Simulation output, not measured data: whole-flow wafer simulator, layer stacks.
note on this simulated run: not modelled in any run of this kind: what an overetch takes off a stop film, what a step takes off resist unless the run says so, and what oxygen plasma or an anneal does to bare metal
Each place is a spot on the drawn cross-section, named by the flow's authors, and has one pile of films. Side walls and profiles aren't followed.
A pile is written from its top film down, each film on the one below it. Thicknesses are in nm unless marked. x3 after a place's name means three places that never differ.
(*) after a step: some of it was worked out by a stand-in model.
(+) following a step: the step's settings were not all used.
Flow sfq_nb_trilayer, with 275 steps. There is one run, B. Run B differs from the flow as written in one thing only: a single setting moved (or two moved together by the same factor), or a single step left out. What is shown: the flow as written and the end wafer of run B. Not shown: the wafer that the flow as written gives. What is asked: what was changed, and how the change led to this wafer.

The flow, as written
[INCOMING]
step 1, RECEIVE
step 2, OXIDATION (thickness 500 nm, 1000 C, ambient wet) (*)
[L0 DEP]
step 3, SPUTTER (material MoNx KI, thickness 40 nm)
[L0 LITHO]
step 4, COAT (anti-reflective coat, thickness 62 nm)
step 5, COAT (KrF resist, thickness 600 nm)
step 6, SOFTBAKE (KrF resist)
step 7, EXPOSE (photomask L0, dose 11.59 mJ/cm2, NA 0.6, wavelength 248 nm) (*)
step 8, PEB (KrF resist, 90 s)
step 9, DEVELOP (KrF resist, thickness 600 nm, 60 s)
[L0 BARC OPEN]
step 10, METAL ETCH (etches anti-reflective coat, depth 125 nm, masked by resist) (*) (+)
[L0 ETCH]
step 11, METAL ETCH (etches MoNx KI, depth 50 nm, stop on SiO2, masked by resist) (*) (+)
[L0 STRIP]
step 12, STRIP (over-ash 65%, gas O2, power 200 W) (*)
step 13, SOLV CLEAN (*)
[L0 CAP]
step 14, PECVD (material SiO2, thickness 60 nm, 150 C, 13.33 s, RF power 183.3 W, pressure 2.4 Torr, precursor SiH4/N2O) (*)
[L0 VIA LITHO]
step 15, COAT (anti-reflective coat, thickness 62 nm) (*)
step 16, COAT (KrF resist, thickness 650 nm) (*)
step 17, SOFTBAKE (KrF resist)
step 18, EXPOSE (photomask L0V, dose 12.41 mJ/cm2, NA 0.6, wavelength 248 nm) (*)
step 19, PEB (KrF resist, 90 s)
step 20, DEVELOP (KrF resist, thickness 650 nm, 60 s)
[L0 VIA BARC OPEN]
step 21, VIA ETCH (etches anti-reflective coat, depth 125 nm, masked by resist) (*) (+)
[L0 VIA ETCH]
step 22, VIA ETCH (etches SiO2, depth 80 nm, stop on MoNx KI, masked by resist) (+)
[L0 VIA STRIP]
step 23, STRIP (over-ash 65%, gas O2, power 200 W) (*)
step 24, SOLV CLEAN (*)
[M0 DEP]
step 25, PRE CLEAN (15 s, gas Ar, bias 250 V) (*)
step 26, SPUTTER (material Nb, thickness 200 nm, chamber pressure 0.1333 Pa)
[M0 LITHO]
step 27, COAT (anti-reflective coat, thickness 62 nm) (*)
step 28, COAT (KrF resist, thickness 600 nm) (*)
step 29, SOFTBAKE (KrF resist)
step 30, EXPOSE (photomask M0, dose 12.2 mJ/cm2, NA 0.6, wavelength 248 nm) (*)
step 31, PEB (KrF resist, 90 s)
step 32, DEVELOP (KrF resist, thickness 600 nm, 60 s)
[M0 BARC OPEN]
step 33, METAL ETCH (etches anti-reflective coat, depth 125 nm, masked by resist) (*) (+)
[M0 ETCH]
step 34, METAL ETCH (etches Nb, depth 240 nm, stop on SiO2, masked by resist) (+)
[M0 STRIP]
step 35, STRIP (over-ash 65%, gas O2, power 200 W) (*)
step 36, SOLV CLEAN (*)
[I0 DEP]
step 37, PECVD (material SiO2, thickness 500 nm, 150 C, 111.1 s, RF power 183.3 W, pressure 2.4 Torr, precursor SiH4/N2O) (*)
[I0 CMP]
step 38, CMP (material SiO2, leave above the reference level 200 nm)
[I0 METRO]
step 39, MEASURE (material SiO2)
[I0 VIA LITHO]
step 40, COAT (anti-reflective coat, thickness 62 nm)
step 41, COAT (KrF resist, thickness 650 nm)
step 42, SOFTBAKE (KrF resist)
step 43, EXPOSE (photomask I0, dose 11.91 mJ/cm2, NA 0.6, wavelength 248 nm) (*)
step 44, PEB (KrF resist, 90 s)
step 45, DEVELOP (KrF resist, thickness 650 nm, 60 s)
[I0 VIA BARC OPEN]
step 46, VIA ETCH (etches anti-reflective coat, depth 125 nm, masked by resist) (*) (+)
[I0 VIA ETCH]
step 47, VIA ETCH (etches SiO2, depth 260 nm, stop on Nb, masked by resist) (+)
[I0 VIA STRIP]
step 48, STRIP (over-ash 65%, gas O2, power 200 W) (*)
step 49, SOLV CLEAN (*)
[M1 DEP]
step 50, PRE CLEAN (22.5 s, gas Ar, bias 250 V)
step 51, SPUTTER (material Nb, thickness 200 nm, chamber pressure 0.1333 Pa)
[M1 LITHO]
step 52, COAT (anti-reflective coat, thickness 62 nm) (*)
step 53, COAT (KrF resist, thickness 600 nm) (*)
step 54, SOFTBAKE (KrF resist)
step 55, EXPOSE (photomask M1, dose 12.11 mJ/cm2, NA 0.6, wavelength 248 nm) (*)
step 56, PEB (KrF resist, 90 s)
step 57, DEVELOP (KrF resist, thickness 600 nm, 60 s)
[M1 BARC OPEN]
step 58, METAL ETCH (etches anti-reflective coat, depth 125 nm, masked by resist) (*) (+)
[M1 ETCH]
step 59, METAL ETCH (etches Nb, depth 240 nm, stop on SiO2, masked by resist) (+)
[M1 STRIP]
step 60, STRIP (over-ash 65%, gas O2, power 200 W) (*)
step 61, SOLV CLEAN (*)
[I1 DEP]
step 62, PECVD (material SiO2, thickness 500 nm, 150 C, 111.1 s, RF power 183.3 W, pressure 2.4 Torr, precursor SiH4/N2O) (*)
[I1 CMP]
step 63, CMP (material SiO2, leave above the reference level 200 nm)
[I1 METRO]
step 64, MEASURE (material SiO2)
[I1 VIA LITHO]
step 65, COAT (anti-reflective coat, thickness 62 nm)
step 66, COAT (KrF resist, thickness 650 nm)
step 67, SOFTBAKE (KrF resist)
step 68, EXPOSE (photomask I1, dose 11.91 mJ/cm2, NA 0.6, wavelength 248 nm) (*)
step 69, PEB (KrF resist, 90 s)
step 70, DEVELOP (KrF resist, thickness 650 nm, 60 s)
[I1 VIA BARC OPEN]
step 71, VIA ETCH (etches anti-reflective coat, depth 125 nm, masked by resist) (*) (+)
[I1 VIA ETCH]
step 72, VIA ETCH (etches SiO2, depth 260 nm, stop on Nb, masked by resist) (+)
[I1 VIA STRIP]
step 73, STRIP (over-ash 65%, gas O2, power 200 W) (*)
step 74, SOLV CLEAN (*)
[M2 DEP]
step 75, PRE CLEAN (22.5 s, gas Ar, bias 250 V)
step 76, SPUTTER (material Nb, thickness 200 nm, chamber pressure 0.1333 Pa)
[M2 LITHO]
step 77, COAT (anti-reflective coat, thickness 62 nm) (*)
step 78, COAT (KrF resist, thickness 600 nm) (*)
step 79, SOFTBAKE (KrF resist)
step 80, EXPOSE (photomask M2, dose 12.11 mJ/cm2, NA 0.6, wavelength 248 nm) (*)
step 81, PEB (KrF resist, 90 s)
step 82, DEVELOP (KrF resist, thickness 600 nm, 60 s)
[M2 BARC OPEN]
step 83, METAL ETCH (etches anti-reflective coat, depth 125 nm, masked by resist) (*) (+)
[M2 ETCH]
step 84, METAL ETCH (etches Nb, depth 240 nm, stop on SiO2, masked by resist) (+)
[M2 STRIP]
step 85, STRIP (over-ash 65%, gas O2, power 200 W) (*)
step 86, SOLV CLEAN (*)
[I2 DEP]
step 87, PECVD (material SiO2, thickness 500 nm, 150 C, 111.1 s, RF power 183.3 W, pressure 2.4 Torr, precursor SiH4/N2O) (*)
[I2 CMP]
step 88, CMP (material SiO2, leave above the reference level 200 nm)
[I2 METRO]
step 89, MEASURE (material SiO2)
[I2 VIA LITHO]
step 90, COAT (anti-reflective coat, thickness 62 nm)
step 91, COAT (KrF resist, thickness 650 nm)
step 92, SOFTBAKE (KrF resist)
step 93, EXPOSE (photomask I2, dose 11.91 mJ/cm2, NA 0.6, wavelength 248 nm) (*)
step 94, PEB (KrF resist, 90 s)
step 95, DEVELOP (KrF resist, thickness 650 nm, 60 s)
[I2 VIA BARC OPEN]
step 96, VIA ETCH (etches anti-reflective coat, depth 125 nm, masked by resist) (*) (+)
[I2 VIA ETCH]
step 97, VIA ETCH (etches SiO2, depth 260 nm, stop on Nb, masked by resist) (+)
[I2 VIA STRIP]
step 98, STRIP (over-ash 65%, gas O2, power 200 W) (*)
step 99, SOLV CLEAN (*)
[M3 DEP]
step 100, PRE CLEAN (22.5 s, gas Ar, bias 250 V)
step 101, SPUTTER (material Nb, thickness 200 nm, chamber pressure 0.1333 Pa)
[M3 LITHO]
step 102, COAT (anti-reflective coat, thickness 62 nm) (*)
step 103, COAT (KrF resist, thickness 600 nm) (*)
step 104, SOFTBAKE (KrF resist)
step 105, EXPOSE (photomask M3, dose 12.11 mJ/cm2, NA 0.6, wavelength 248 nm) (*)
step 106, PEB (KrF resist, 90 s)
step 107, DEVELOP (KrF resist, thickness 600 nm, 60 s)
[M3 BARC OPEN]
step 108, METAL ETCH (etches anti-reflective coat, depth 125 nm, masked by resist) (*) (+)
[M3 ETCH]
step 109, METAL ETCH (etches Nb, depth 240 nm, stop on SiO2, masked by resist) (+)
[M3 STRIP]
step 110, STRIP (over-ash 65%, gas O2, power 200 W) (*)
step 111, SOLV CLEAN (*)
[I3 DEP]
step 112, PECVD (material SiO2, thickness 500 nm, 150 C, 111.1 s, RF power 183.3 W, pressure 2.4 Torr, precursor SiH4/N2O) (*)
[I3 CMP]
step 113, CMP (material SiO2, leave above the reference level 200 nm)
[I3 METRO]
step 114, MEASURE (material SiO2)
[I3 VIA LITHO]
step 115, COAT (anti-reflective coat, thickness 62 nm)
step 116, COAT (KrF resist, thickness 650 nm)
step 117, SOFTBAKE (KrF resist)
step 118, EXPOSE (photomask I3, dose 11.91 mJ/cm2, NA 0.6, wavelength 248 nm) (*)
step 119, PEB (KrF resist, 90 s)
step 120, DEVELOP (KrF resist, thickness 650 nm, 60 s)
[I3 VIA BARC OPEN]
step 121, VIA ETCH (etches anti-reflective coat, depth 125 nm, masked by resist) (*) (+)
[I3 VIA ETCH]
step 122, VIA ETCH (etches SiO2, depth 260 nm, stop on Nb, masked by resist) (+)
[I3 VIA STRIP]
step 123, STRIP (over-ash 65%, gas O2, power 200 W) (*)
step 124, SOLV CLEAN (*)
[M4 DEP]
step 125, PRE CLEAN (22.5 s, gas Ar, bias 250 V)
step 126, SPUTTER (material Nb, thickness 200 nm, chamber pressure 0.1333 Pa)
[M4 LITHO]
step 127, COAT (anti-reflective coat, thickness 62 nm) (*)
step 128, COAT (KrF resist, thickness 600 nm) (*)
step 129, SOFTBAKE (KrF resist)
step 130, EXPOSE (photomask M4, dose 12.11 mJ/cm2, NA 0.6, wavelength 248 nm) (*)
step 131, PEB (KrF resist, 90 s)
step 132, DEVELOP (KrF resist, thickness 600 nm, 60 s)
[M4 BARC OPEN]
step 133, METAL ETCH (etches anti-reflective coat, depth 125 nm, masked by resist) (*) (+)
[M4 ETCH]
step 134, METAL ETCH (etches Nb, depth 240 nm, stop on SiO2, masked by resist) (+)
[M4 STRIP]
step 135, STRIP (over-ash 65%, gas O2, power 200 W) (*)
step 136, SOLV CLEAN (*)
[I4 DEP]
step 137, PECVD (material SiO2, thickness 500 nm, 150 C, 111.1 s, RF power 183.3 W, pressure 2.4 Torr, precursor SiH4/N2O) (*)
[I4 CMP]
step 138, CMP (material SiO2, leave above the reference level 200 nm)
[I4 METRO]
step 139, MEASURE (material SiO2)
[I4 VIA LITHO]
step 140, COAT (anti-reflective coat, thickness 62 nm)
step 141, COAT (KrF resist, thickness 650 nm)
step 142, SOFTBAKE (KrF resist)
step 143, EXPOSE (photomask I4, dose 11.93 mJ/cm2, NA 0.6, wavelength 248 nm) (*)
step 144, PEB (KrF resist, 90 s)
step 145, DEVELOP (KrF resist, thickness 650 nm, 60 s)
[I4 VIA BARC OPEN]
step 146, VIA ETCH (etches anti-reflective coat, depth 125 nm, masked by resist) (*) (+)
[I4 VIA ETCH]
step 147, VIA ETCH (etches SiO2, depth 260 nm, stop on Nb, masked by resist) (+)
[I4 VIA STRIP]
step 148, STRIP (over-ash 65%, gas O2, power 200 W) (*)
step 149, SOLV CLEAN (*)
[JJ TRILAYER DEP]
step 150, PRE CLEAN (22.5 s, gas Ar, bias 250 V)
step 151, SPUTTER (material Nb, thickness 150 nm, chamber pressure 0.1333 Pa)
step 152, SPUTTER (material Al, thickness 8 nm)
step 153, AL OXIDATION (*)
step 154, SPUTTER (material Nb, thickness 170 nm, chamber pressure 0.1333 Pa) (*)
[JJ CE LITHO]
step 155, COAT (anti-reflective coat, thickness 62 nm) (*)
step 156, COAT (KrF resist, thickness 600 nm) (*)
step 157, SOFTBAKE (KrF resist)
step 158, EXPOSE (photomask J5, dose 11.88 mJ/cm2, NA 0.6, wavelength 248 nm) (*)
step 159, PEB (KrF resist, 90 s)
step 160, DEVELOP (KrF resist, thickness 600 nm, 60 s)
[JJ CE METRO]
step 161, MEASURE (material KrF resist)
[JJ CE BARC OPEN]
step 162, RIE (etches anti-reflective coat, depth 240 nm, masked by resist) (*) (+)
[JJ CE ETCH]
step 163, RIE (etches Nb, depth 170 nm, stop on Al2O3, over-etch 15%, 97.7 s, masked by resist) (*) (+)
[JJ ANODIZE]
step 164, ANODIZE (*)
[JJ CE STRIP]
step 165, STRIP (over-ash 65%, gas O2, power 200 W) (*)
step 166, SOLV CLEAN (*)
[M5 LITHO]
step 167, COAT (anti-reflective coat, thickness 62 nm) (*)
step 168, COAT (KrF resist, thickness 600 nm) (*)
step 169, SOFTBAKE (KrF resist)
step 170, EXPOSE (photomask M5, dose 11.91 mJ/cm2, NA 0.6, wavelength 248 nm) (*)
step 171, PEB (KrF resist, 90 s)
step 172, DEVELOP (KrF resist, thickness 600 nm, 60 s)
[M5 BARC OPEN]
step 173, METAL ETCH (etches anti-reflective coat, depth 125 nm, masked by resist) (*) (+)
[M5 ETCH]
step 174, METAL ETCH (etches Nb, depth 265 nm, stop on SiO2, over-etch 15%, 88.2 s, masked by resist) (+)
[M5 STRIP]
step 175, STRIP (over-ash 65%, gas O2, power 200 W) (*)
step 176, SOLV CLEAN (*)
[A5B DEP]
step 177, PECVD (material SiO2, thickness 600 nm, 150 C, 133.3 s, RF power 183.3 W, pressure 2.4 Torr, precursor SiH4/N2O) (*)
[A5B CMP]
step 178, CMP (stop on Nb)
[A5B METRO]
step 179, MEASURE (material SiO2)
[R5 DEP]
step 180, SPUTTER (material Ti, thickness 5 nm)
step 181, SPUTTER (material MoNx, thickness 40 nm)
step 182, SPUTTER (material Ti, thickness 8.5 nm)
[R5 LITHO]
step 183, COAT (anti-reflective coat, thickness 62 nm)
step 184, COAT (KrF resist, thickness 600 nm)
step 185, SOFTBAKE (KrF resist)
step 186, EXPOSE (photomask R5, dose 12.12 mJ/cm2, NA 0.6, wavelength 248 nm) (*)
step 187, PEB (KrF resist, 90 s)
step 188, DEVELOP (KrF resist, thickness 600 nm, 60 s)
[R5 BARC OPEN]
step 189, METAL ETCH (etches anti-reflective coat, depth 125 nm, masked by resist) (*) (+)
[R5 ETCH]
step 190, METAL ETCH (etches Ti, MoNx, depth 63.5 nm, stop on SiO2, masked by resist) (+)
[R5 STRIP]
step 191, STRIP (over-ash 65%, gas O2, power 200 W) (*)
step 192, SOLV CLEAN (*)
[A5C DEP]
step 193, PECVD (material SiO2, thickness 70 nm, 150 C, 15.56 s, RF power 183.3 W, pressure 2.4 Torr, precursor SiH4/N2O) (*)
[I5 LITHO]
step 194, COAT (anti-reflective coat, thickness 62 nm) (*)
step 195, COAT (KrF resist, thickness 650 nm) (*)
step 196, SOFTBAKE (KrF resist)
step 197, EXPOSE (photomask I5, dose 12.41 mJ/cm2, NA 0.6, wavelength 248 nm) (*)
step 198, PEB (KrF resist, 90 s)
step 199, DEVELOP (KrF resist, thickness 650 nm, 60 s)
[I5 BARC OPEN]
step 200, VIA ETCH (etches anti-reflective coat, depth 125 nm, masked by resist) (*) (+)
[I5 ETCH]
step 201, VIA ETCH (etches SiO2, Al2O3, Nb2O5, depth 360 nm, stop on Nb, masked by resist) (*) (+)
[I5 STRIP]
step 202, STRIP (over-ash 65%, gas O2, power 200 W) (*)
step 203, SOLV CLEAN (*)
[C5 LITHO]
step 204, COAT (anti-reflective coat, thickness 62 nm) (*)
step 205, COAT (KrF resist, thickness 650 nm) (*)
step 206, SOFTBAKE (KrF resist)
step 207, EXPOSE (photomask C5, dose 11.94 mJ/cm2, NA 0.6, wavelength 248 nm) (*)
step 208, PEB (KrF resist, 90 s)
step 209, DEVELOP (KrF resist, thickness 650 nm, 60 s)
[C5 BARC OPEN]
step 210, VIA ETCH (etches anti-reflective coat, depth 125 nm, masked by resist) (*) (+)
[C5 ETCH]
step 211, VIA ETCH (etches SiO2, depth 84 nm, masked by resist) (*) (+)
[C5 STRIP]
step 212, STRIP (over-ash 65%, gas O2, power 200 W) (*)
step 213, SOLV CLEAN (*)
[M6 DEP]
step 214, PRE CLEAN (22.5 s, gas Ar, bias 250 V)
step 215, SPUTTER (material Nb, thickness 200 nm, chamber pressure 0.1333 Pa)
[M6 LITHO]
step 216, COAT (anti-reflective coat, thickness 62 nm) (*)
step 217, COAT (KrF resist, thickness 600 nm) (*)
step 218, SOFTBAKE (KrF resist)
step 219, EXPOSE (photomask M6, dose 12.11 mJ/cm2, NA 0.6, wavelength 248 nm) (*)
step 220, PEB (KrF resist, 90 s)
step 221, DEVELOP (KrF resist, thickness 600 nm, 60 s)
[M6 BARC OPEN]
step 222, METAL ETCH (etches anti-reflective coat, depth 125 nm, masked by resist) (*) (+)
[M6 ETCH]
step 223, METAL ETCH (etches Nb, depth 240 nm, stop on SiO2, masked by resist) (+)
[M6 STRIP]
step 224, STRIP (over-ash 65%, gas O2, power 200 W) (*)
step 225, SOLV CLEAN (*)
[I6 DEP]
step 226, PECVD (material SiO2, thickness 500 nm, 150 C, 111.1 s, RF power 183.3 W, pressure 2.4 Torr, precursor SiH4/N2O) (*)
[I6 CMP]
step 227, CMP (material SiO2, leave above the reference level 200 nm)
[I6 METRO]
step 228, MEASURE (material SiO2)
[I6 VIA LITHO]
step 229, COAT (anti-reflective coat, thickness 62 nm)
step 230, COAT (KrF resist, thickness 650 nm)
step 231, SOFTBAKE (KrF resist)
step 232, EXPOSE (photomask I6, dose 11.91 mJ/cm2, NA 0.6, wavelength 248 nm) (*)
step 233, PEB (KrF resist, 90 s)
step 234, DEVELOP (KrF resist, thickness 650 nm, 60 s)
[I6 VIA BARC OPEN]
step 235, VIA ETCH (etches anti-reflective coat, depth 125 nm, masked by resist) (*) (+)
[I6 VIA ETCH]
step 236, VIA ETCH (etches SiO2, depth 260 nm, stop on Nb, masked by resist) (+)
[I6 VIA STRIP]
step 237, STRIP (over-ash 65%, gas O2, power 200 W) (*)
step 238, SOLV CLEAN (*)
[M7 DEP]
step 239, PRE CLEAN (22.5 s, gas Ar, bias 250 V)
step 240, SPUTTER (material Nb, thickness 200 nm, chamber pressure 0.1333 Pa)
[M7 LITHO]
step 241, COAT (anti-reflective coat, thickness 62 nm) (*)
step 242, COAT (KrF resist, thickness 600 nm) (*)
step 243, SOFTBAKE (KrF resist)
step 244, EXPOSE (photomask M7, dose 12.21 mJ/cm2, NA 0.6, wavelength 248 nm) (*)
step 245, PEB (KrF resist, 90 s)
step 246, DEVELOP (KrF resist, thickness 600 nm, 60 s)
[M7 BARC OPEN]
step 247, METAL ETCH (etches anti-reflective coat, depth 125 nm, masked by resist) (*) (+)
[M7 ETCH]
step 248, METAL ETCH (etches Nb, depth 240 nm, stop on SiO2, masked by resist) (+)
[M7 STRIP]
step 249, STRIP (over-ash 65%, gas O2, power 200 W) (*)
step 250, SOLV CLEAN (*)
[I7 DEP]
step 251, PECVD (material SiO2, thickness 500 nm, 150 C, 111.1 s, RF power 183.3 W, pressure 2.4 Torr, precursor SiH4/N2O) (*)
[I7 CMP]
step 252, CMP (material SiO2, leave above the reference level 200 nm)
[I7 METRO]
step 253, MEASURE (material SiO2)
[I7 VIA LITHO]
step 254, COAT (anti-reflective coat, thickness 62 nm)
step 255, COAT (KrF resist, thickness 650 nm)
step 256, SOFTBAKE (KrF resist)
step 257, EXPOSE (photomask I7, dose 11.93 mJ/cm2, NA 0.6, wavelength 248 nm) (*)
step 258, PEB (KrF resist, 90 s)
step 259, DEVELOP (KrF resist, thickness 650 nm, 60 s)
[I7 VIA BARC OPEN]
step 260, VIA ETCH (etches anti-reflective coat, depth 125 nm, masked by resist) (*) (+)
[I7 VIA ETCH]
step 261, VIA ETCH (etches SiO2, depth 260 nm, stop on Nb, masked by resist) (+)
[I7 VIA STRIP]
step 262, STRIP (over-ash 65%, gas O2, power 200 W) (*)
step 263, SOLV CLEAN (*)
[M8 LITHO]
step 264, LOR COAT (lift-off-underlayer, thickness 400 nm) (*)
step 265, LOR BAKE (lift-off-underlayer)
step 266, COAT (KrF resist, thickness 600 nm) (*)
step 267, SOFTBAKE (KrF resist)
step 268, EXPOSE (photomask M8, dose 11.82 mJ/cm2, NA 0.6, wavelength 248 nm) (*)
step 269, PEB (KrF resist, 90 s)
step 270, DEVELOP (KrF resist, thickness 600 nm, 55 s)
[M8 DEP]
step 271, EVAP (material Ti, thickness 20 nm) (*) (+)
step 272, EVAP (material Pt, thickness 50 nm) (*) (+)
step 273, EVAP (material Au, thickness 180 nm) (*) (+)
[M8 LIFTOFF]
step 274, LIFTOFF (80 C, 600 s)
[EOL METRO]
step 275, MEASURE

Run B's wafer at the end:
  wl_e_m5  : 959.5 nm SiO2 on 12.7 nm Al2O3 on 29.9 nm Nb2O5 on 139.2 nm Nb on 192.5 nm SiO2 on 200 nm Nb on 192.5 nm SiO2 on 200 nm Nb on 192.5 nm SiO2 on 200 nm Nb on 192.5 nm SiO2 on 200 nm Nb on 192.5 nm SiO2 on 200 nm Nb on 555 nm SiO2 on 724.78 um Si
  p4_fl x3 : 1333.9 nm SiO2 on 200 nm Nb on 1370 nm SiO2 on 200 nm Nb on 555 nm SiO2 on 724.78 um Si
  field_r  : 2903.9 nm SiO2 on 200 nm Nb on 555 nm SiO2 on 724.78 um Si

The reason: step 240, SPUTTER: thickness 158 nm was run, though the flow has thickness 200 nm.

The path from the change to this, step by step:
  step 240, SPUTTER (material Nb, thickness 200 nm, chamber pressure 0.1333 Pa)
      field_l, v_sur, via_wl and 102 more: +158 Nb (new film) (in the flow as written it would be: +200 Nb (new film))
      via_v: +127.2 Nb (in the flow as written it would be: +161.1 Nb)
  step 248, METAL ETCH (etches Nb, depth 240 nm, stop on SiO2, masked by resist) (+)
      field_l, field_r, lsp_l and 62 more: -158 Nb (all of it) (in the flow as written it would be: -200 Nb (all of it))
  step 251, PECVD (material SiO2, thickness 500 nm, 150 C, 111.1 s, RF power 183.3 W, pressure 2.4 Torr, precursor SiH4/N2O) (*)
      m7r_space_l x2: +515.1 SiO2 (in the flow as written it would be: +557.1 SiO2)
      via_v: +608.5 SiO2 (new film) (in the flow as written it would be: +621 SiO2 (new film))
  step 252, CMP (material SiO2, leave above the reference level 200 nm)
      field_l, p4_fl x3, p4_w1 x9 and 46 more: -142 SiO2 (in the flow as written it would be: -100 SiO2)
      field_r, lsp_l: -124.4 SiO2 (in the flow as written it would be: -77.7 SiO2)
      (and at 3 other places as well)
